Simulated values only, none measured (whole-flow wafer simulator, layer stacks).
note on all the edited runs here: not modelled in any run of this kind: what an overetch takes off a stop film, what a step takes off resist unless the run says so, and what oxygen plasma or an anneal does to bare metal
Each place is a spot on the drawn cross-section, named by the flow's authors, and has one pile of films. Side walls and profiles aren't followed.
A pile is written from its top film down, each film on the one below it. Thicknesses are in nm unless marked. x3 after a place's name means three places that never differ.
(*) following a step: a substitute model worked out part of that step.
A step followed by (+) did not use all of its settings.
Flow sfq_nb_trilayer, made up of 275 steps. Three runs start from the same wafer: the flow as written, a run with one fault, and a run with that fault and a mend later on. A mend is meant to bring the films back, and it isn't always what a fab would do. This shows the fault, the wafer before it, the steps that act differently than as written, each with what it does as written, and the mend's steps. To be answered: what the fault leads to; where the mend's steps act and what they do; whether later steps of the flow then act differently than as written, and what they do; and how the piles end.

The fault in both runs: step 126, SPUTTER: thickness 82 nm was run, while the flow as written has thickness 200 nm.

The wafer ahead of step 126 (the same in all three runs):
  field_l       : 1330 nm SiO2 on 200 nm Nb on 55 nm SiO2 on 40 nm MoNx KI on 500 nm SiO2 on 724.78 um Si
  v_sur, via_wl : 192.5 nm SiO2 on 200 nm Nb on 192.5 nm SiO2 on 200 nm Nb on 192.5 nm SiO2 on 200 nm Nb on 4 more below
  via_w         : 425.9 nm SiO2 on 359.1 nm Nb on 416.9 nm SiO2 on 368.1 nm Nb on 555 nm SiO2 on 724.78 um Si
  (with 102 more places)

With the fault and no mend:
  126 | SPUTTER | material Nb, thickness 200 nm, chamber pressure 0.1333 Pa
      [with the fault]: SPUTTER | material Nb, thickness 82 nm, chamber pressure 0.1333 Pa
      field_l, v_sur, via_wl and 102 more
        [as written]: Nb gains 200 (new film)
        [with the fault]: Nb gains 82 (new film)
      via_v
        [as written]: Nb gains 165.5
        [with the fault]: Nb gains 67.6
  Later steps of the flow acting differently than as written (4 more steps, not shown, differ only slightly: by at most 2% or 0.5 nm, whichever is larger):
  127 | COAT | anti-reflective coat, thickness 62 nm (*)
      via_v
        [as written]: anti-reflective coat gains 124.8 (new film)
        [with the fault]: anti-reflective coat gains 118.9 (new film)
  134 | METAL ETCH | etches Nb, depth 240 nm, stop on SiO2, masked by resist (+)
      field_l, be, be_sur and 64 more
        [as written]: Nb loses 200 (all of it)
        [with the fault]: Nb loses 82 (all of it)
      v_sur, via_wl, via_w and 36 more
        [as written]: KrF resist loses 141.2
        [with the fault]: KrF resist loses 72.4
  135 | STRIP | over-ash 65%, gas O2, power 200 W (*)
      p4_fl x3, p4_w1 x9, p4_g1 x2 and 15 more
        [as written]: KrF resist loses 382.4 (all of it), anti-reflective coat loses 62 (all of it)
        [with the fault]: KrF resist loses 451.2 (all of it), anti-reflective coat loses 62 (all of it)
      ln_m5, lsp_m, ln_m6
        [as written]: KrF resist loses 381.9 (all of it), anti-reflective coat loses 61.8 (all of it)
        [with the fault]: KrF resist loses 450.8 (all of it), anti-reflective coat loses 61.8 (all of it)
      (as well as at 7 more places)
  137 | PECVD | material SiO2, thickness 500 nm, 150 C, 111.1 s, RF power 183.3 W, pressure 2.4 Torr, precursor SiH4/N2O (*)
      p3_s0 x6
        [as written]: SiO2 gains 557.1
        [with the fault]: SiO2 gains 500
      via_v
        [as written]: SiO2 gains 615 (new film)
        [with the fault]: SiO2 gains 582 (new film)
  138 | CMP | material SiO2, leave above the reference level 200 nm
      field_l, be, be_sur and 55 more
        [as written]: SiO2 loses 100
        [with the fault]: SiO2 loses 218
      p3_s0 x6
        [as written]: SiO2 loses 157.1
        [with the fault]: SiO2 loses 218
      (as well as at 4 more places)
  By the end, the piles at field_l, v_sur, via_wl and 103 more depart from the flow's by more than 2% or 0.5 nm, whichever is larger.
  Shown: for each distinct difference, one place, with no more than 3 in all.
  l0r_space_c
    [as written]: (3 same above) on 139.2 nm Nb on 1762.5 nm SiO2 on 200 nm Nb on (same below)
    [with the fault]: (3 same above) on 139.2 nm Nb on 1644.5 nm SiO2 on 200 nm Nb on (same below)
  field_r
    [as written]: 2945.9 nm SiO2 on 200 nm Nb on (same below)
    [with the fault]: 2827.9 nm SiO2 on 200 nm Nb on (same below)
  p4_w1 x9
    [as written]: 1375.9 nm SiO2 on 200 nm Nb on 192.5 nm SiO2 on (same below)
    [with the fault]: 1375.9 nm SiO2 on 82 nm Nb on 192.5 nm SiO2 on (same below)

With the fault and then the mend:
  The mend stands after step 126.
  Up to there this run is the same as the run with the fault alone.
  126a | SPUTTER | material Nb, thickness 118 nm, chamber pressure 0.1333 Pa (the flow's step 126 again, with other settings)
      field_l, v_sur, via_wl and 102 more
        Nb gains 118
      via_v
        Nb gains 97.6
  None of the later steps of the flow differs from how it acts as written, at any place that is followed, by more than 2% or 0.5 nm, whichever is larger.
  When the end is reached, the piles differ only a little from the flow's at the places that both follow, at most by 2% or 0.5 nm, whichever is larger.
